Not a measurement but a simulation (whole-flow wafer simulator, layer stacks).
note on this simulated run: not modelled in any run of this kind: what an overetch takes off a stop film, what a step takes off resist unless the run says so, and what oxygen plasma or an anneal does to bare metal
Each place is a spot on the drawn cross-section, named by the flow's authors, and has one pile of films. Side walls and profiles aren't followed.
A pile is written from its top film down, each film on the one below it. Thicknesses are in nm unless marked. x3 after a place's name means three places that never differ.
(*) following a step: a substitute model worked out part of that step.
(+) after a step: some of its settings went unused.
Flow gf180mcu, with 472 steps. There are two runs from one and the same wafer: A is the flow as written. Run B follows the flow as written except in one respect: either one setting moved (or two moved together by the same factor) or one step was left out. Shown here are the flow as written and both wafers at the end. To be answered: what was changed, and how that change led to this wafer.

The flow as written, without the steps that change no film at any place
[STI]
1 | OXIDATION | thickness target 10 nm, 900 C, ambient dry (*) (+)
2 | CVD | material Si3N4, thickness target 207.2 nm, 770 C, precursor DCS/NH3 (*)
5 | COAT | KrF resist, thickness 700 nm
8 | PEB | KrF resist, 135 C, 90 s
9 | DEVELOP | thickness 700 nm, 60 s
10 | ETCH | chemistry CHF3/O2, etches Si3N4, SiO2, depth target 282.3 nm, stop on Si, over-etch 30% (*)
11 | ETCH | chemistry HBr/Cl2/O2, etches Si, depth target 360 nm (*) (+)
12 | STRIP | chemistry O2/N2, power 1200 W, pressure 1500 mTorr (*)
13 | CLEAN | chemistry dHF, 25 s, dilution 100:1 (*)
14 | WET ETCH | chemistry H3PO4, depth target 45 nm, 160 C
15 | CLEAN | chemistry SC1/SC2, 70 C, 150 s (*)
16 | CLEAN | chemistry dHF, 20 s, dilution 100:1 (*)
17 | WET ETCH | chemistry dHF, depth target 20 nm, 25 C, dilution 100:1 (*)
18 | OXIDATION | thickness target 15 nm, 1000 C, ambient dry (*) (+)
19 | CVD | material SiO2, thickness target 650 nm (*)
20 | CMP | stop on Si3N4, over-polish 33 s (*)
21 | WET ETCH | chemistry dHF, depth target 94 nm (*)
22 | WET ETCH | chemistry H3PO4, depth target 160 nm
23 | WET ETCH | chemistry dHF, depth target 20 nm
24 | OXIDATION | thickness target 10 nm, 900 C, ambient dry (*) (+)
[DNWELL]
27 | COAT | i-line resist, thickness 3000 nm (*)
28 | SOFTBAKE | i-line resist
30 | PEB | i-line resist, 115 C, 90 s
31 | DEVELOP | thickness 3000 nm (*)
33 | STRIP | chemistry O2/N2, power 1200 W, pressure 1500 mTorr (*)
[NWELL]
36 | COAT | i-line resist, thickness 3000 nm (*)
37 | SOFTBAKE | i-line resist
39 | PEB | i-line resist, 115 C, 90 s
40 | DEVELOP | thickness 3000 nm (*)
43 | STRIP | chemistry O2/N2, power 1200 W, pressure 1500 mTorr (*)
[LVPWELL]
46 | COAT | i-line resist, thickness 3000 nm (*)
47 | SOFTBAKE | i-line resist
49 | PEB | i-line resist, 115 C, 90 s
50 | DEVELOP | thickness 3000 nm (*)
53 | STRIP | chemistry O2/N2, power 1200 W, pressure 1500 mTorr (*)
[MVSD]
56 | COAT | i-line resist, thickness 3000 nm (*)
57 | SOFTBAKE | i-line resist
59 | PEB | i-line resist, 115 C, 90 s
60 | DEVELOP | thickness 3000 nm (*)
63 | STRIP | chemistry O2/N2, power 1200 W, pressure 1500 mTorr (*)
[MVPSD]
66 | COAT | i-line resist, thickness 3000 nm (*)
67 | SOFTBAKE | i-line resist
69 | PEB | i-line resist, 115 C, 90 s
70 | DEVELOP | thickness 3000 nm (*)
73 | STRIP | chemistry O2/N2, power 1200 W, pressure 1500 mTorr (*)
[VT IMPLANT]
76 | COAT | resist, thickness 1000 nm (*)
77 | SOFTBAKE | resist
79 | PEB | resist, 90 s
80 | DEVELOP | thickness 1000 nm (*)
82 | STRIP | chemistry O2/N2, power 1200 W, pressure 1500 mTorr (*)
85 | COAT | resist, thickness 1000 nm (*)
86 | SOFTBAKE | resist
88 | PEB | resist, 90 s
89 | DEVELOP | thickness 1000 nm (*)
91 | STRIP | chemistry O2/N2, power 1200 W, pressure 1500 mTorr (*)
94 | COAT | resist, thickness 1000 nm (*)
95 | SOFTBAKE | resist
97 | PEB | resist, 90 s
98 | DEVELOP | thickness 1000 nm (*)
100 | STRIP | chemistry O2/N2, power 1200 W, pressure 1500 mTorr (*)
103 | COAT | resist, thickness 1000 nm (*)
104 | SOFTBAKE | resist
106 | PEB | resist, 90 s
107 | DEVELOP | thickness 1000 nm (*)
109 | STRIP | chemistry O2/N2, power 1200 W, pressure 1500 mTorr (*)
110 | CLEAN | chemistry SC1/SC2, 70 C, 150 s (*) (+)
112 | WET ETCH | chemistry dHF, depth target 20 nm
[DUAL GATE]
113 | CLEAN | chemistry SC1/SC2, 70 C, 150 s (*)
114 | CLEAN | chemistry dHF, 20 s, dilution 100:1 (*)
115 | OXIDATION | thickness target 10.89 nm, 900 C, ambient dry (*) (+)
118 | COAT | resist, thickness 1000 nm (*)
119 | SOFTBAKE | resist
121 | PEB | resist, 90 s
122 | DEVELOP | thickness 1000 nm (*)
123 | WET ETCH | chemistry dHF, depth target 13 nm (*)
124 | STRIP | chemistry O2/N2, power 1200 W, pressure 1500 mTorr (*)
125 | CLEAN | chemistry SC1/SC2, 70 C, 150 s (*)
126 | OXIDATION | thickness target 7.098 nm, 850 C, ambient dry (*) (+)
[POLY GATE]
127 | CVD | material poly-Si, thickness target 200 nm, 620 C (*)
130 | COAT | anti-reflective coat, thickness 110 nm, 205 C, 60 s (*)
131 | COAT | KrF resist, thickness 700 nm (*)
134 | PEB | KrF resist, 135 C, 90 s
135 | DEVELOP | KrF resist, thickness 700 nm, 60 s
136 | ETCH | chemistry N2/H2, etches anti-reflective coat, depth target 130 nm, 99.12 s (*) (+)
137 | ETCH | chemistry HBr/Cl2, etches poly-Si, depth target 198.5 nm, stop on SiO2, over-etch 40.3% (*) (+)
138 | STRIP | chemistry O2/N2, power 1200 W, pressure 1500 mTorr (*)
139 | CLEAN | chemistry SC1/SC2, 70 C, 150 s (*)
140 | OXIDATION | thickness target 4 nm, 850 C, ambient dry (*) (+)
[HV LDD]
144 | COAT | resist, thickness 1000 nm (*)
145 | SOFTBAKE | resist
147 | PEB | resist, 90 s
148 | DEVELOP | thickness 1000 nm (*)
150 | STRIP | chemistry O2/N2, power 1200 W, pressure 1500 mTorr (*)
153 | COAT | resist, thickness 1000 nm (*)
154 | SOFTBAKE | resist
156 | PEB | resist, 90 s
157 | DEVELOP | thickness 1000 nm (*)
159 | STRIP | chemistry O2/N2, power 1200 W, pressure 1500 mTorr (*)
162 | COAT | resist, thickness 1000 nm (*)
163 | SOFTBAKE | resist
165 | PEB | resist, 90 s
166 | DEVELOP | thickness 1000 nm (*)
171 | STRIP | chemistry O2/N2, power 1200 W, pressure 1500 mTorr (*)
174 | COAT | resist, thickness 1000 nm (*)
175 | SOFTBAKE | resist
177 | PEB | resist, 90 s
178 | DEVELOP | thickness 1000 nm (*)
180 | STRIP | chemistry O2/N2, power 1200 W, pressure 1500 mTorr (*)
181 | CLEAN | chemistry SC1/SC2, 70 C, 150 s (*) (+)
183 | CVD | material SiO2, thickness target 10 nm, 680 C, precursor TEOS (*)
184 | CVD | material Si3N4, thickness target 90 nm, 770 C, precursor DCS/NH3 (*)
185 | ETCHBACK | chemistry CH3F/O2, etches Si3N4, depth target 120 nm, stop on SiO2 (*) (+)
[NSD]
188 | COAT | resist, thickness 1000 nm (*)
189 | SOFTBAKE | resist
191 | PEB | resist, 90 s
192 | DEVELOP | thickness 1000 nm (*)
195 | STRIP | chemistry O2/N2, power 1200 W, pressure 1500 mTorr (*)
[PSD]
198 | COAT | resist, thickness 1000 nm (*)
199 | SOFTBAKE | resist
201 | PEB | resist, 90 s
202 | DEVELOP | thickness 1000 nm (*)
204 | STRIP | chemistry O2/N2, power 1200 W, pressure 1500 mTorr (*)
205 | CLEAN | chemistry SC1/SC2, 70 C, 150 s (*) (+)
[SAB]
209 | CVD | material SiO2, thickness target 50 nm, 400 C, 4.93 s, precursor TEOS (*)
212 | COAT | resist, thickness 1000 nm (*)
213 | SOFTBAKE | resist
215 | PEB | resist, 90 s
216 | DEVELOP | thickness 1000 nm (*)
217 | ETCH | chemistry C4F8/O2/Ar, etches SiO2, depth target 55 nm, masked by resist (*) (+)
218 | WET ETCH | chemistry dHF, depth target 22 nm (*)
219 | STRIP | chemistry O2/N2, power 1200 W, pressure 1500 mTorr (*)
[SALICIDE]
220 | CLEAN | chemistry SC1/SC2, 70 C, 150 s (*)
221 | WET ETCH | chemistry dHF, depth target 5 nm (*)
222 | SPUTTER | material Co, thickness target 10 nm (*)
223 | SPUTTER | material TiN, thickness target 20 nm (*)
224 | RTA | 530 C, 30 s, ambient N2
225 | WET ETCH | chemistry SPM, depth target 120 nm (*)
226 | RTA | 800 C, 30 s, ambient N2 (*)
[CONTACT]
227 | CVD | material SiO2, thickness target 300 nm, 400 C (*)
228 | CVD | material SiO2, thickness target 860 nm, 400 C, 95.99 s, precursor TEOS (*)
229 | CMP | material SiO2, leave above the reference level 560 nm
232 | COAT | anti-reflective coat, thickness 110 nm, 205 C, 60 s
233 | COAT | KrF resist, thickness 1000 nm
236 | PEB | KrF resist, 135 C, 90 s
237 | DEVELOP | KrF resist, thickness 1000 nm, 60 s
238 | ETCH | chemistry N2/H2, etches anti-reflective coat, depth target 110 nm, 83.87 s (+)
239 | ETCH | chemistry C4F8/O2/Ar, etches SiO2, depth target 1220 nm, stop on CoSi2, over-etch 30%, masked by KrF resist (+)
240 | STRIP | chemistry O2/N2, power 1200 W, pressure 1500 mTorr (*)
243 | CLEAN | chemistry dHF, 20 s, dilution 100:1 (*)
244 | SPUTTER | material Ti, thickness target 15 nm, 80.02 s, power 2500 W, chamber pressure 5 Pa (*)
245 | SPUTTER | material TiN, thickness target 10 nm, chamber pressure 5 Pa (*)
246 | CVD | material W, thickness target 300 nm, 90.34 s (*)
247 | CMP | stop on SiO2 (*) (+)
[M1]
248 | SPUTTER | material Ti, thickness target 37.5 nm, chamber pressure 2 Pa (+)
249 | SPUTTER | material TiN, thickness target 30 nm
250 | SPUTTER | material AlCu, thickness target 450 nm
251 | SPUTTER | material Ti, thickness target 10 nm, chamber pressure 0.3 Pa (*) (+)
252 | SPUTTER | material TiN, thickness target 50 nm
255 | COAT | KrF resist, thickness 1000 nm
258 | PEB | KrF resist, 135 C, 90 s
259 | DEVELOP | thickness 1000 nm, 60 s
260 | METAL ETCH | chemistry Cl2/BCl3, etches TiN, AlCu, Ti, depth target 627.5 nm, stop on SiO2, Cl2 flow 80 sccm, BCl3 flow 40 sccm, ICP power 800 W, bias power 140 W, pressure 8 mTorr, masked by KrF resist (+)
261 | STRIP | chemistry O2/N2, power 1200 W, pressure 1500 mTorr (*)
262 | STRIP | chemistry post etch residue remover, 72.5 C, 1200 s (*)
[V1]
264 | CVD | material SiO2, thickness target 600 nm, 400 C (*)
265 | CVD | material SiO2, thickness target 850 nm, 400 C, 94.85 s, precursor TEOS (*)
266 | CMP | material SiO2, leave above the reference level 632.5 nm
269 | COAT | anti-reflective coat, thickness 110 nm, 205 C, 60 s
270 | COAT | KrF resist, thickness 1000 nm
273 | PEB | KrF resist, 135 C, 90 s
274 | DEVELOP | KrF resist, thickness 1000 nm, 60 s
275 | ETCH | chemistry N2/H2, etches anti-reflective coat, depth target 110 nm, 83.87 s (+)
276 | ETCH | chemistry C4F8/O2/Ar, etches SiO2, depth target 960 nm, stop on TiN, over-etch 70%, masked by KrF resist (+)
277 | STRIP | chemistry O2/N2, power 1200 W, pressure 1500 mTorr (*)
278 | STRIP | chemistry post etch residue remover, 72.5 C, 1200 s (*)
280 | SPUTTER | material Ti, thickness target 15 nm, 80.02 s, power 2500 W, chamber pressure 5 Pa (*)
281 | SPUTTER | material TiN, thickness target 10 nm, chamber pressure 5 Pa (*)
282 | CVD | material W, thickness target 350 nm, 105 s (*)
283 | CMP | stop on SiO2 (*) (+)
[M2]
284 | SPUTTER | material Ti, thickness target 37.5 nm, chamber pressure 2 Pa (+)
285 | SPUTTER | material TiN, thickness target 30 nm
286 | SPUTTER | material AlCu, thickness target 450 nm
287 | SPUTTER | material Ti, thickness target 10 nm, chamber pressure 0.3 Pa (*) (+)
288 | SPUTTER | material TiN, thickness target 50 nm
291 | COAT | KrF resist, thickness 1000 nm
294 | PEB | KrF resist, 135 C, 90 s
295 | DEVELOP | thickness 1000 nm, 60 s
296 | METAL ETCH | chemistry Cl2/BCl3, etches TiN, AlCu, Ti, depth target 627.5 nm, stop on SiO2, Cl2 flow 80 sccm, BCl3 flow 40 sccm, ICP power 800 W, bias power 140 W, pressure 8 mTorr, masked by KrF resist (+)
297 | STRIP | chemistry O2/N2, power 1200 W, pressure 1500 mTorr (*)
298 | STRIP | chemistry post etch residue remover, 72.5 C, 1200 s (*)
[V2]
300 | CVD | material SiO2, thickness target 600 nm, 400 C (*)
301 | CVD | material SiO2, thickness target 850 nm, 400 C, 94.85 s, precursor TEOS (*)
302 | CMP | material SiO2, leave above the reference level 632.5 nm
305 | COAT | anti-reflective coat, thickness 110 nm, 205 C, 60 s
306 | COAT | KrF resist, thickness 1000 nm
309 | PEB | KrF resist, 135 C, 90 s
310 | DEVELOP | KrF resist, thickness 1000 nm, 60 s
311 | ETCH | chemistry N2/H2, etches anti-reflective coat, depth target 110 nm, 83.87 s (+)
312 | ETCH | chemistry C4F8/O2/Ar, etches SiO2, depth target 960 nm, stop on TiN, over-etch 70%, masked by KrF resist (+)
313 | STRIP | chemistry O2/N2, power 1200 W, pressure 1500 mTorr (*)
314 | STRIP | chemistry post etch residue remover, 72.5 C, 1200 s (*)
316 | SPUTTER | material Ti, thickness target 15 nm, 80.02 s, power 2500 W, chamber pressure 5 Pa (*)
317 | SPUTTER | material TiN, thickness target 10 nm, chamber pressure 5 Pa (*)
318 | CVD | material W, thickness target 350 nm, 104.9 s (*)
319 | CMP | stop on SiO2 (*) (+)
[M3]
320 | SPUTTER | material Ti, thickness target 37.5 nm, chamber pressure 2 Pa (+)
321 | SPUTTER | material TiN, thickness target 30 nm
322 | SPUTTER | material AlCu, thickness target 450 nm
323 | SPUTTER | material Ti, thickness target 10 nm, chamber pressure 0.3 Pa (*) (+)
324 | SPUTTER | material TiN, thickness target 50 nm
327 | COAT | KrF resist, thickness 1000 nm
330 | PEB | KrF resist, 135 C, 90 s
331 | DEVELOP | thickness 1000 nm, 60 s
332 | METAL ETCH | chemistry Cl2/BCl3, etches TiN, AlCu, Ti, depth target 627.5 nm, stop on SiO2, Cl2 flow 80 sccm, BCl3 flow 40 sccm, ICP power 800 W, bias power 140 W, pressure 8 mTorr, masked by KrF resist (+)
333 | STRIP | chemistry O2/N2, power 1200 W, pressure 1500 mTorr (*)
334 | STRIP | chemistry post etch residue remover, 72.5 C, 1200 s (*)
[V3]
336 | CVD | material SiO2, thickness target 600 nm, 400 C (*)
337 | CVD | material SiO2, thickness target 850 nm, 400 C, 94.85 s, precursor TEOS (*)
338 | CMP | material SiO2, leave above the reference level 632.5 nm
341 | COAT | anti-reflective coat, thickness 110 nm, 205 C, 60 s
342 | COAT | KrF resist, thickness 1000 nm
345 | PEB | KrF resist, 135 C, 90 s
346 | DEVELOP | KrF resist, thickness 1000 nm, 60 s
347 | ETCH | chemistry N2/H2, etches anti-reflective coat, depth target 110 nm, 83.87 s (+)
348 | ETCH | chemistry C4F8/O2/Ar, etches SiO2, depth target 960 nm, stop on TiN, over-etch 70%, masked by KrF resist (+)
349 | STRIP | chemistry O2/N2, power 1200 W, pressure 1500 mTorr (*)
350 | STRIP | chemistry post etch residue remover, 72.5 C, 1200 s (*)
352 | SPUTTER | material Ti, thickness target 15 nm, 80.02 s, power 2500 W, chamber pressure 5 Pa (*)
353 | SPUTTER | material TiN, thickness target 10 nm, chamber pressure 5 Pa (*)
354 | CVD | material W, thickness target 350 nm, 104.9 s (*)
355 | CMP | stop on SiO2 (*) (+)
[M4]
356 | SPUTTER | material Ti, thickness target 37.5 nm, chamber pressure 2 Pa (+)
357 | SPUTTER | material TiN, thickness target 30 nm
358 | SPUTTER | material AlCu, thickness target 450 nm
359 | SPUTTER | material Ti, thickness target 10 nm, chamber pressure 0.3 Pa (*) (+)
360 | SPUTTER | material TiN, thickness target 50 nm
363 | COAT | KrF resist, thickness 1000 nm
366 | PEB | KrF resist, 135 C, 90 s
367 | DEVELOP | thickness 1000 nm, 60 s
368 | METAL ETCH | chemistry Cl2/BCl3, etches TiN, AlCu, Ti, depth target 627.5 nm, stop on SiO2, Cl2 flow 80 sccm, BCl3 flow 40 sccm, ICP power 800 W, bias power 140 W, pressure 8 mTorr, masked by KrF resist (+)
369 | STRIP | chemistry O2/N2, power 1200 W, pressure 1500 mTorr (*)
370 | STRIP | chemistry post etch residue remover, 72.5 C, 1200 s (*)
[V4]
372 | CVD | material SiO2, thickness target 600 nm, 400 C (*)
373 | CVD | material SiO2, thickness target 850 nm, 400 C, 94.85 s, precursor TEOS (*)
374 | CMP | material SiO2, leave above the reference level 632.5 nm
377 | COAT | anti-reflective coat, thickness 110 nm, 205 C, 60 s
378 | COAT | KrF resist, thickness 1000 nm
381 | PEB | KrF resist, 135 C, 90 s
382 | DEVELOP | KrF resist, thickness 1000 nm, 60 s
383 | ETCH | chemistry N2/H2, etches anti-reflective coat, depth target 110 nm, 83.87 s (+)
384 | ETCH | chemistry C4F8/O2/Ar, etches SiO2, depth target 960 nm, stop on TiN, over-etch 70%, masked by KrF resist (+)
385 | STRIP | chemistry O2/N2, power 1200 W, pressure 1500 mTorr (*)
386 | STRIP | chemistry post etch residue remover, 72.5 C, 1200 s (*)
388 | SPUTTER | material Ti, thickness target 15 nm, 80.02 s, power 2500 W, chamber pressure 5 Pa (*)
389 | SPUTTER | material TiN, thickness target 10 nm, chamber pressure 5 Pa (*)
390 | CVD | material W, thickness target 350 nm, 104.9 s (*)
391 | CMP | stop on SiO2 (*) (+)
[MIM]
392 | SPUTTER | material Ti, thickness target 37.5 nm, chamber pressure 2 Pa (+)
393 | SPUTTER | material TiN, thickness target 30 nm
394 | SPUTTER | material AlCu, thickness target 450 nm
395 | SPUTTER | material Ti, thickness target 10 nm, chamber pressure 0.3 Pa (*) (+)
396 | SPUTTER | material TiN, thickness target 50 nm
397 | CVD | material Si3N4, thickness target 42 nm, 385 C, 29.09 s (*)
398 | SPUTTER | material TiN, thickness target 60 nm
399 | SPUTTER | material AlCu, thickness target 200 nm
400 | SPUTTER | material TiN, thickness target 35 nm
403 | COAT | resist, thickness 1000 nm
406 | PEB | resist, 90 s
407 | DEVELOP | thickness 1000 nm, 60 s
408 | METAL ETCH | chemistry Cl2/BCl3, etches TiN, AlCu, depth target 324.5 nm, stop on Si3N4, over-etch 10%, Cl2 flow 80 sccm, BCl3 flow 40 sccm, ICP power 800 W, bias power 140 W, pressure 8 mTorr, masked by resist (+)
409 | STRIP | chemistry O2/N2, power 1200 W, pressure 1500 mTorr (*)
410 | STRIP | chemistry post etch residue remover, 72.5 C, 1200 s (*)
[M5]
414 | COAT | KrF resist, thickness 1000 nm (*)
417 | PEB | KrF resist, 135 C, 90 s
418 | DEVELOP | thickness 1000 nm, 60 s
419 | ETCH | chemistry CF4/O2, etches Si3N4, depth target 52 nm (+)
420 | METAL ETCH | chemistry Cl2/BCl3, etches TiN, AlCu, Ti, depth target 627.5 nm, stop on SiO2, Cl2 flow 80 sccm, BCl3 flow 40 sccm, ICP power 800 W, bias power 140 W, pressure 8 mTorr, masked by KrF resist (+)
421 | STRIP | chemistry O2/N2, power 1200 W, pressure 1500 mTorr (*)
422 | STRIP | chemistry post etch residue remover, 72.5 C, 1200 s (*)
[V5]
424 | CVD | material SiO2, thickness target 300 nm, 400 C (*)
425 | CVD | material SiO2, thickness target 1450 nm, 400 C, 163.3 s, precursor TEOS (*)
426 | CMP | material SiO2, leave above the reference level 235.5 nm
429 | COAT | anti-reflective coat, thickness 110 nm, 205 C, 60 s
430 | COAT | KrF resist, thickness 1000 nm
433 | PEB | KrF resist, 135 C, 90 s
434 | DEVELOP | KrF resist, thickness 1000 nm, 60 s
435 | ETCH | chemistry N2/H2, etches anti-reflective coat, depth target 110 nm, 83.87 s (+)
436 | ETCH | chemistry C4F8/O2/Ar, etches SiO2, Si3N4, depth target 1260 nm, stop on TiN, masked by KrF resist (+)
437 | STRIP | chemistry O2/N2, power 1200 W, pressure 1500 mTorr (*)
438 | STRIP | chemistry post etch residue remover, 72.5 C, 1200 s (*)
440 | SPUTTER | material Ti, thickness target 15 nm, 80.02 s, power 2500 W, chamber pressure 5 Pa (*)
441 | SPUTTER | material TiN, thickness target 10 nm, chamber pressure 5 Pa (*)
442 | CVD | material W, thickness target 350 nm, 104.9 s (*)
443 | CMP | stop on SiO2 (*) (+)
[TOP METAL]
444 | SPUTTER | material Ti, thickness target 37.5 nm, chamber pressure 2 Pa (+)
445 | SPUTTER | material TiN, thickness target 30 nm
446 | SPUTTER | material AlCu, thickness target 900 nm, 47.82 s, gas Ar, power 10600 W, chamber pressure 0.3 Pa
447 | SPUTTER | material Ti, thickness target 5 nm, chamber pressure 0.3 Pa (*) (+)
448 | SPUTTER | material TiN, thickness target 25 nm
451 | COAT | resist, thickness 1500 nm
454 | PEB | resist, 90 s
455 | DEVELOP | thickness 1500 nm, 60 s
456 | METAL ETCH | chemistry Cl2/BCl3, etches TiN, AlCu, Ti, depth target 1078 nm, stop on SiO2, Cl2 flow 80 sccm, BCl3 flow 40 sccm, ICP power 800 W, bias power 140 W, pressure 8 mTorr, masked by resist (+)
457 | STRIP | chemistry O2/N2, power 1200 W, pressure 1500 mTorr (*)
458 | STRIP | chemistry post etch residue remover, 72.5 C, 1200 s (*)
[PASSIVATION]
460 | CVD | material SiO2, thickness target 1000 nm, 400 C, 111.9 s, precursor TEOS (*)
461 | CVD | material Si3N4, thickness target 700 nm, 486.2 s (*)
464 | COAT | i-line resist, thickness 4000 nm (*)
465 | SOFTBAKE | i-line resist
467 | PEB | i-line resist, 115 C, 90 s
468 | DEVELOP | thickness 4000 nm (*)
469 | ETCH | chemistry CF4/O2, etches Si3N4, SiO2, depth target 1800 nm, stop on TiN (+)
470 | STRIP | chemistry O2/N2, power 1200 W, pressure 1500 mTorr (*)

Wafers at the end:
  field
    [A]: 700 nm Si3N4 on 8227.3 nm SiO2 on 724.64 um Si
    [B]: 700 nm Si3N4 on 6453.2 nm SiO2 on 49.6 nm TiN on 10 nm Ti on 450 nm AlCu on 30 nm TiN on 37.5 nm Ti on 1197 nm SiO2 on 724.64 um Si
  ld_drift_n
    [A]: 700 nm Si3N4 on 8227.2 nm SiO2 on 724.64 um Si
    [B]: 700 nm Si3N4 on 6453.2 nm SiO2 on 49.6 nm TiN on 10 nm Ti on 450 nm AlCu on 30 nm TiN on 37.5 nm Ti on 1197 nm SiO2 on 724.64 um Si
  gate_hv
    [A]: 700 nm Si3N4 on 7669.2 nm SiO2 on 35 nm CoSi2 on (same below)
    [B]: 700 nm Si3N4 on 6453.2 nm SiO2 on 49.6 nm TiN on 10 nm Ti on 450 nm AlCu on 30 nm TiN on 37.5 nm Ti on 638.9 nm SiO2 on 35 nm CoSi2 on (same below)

Cause: step 260, METAL ETCH: chemistry Cl2/BCl3, etches TiN, AlCu, Ti, depth target 627.5 nm, stop on SiO2, Cl2 flow 80 sccm, BCl3 flow 40 sccm, ICP power 800 W, bias power 140 W, pressure 8 mTorr, masked by KrF resist (+), was omitted.

How this came from the change, step by step:
  261 | STRIP | chemistry O2/N2, power 1200 W, pressure 1500 mTorr (*)
      field__w8, contact, m1 and 6 more: A -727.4 KrF resist (all of it) | B -978.4 KrF resist (all of it)
  264 | CVD | material SiO2, thickness target 600 nm, 400 C (*)
      field, field__w1, field__w2 and 99 more: A +600 SiO2 | B +600 SiO2 (new film)
  266 | CMP | material SiO2, leave above the reference level 632.5 nm
      field, field__w1, field__w2 and 99 more: A -300 SiO2 | B -877.1 SiO2
If metal films that touch count as one body, field has 1 body; the flow as written gives 0 bodies.
If metal films that touch count as one body, ld_drift_n has 1 body; the flow as written gives 0 bodies.
If metal films that touch count as one body, gate_hv has 2 bodies (between them, from the top down: SiO2 638.9); the flow as written gives 1 body.
